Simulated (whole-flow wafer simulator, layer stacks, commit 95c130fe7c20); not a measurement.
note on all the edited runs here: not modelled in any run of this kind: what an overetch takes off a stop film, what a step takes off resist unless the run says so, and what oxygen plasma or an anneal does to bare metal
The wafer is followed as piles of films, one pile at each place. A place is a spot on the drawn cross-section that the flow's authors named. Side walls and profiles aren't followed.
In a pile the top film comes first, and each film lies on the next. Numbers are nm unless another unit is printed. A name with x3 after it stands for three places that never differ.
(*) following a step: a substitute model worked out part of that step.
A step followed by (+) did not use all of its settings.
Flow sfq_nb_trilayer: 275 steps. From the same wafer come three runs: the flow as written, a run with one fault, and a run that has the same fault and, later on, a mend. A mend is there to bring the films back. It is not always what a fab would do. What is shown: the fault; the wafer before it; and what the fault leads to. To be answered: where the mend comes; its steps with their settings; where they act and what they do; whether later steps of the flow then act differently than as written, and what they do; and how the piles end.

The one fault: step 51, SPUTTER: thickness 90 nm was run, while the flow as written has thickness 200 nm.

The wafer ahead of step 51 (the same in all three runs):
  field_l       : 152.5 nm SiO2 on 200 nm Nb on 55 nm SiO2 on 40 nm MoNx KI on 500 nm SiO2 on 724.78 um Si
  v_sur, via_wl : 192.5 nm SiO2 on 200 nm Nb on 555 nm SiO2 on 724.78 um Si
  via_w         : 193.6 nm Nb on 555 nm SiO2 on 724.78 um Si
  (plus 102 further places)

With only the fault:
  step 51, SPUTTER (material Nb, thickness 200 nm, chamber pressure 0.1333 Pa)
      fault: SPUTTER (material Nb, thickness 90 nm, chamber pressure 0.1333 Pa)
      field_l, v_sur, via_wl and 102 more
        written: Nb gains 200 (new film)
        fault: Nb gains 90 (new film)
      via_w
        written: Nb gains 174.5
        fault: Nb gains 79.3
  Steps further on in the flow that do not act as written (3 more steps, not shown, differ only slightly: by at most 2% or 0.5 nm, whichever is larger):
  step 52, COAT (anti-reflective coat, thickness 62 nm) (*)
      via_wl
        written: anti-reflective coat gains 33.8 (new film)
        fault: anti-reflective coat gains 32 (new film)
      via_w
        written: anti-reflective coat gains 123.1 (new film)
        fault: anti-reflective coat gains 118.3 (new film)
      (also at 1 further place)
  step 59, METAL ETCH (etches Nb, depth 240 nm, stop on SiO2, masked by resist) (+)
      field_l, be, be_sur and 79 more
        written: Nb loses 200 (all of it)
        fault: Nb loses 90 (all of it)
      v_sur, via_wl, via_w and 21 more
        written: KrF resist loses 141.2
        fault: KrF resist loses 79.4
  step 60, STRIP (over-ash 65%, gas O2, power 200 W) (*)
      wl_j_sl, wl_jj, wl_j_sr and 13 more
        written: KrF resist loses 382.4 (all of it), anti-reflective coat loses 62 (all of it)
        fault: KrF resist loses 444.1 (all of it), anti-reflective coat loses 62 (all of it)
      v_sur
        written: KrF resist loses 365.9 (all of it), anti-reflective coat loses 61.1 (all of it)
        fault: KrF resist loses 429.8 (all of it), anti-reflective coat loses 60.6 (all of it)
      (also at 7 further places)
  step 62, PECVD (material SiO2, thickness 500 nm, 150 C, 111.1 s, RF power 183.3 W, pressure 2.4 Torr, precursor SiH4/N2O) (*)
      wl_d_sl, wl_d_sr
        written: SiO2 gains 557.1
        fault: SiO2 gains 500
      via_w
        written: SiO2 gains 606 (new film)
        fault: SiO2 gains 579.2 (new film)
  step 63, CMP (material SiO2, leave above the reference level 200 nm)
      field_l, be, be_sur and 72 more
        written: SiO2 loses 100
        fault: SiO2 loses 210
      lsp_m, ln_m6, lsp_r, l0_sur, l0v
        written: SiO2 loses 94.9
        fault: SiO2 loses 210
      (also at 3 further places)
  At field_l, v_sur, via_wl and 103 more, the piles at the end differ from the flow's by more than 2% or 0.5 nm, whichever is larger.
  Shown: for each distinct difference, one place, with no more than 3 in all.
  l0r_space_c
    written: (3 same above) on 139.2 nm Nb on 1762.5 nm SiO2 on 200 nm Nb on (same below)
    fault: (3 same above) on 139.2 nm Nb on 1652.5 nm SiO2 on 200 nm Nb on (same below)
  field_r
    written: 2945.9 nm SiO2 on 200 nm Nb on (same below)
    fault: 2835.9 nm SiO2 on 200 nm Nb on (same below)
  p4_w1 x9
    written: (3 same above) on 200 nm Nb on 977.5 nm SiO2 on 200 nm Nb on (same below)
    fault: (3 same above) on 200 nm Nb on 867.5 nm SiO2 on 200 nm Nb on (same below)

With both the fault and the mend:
  After step 57 comes the mend.
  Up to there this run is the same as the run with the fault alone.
  step 57a, STRIP (over-ash 65%, gas O2, power 200 W) (*)
      p4_fl x3, p4_w1 x9, p4_g1 x2 and 47 more
        anti-reflective coat loses 62 (all of it)
      wl_j_sl, wl_jj, wl_j_sr and 13 more
        KrF resist loses 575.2 (all of it), anti-reflective coat loses 62 (all of it)
      r_sur, res, r_end and 8 more
        anti-reflective coat loses 61.8 (all of it)
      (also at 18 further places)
  step 57b, SPUTTER (material Nb, thickness 110 nm, chamber pressure 0.1333 Pa) (the flow's step 51 again, with other settings)
      field_l, v_sur, via_wl and 102 more
        Nb gains 110
      via_w
        Nb gains 90.9
  step 57c, COAT (anti-reflective coat, thickness 62 nm) (*) (the flow's step 52 again)
      p4_fl x3, p4_w1 x9, p4_g1 x2 and 63 more
        anti-reflective coat gains 62 (new film)
      r_sur, res, r_end and 9 more
        anti-reflective coat gains 61.8 (new film)
      jj_sur, ce_l, c5j, ce_r, sp_r, be_r
        anti-reflective coat gains 61.7 (new film)
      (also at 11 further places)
  step 57d, COAT (KrF resist, thickness 600 nm) (*) (the flow's step 53 again)
      p4_fl x3, p4_w1 x9, p4_g1 x2 and 63 more
        KrF resist gains 600 (new film)
      res, r_end, moat, field_r, l0_sur
        KrF resist gains 599.4 (new film)
      lsp_l, ln_m5, lsp_m, ln_m6, lsp_r
        KrF resist gains 599.5 (new film)
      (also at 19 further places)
  step 57e, SOFTBAKE (KrF resist) (the flow's step 54 again)
      alters no film at any place that is followed
  step 57f, EXPOSE (photomask M1, dose 12.11 mJ/cm2, NA 0.6, wavelength 248 nm) (*) (the flow's step 55 again)
      alters no film at any place that is followed
  step 57g, PEB (KrF resist, 90 s) (the flow's step 56 again)
      wire, be, be_sur and 96 more
        KrF resist loses 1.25
      field_l, via_v
        KrF resist loses 1.24
      via_wl, via_wr
        KrF resist loses 1.26
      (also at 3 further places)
  step 57h, DEVELOP (KrF resist, thickness 600 nm, 60 s) (the flow's step 57 again)
      p4_fl x3, p4_w1 x9, p4_g1 x2 and 47 more
        KrF resist loses 598.7 (all of it)
      v_sur, via_wl, via_w and 21 more
        KrF resist loses 23.5
      moat, field_r, lsp_l, lsp_m, ln_m6, lsp_r, l0_sur
        KrF resist loses 598.2 (all of it)
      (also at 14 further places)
  Every later step of the flow that is run acts as written, at every place that is followed, to within 2% or 0.5 nm, whichever is larger.
  The piles end only slightly different from the flow's at the places that both follow, by no more than 2% or 0.5 nm, whichever is larger.
